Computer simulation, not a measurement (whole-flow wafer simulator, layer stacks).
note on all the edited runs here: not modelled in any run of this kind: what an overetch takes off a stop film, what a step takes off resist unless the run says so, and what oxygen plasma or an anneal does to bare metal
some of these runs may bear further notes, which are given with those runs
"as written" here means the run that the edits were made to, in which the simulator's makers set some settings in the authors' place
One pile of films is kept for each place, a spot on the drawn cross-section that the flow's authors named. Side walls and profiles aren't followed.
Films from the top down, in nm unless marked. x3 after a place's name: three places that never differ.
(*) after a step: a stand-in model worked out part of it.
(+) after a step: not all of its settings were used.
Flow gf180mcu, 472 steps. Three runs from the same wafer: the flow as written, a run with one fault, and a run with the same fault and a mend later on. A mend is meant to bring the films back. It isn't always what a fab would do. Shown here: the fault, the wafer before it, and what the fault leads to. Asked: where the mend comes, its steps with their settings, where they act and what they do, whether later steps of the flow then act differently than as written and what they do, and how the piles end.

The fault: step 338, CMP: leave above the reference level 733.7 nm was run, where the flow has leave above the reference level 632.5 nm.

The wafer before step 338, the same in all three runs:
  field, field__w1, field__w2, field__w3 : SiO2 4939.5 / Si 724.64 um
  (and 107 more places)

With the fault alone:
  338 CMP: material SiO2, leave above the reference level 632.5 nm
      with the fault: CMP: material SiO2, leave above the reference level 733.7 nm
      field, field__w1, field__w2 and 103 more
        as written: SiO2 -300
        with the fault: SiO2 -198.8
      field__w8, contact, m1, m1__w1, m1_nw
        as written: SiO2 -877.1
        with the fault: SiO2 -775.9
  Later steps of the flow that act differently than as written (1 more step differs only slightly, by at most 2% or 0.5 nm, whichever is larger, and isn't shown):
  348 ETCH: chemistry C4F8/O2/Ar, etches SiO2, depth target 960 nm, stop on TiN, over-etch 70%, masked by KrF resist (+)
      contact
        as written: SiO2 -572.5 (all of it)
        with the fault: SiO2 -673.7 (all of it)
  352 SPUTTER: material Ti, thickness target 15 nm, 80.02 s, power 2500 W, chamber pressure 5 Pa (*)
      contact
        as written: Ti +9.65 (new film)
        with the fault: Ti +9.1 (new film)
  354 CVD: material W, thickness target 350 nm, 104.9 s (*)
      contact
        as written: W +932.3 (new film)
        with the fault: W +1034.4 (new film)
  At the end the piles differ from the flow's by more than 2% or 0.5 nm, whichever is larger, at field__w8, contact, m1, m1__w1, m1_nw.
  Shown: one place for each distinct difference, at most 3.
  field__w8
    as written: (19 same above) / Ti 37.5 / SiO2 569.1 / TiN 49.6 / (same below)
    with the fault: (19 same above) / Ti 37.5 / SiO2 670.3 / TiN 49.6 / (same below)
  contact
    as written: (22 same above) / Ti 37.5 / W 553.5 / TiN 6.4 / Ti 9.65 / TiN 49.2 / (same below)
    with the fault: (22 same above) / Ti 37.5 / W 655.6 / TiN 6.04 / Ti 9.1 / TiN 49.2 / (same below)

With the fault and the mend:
  The mend comes after step 346.
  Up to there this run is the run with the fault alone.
  346a STRIP: chemistry O2/N2, power 2160 W, pressure 1700 mTorr (*)
      field, field__w1, field__w2 and 107 more
        KrF resist -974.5 (all of it), anti-reflective coat -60 (all of it)
      contact
        anti-reflective coat -60 (all of it)
  346b CMP: material SiO2, leave above the reference level 632.5 nm (the flow's step 338 once more)
      field, field__w1, field__w2 and 108 more
        SiO2 -101.2
  346c HMDS: 120 C, 60 s (the flow's step 340 once more)
      changes no film at any place that is followed
  346d COAT: anti-reflective coat, thickness 60 nm, 182 C, 71 s (the flow's step 341 once more)
      field, field__w1, field__w2 and 108 more
        anti-reflective coat +60 (new film)
  346e COAT: KrF resist, thickness 1000 nm (the flow's step 342 once more)
      field, field__w1, field__w2 and 108 more
        KrF resist +1000 (new film)
  346f SOFTBAKE: KrF resist (the flow's step 343 once more)
      changes no film at any place that is followed
  346g EXPOSE: photomask Via3 (the flow's step 344 once more)
      changes no film at any place that is followed
  346h PEB: KrF resist, 135 C, 90 s (the flow's step 345 once more)
      field, field__w1, field__w2 and 108 more
        KrF resist -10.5
  346i DEVELOP: KrF resist, thickness 1000 nm, 60 s (the flow's step 346 once more)
      field, field__w1, field__w2 and 107 more
        KrF resist -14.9
      contact
        KrF resist -989.5 (all of it)
  No later step of the flow acts differently than as written at any place that is followed.
  At the end the piles are the same as the flow's at every place that both follow.
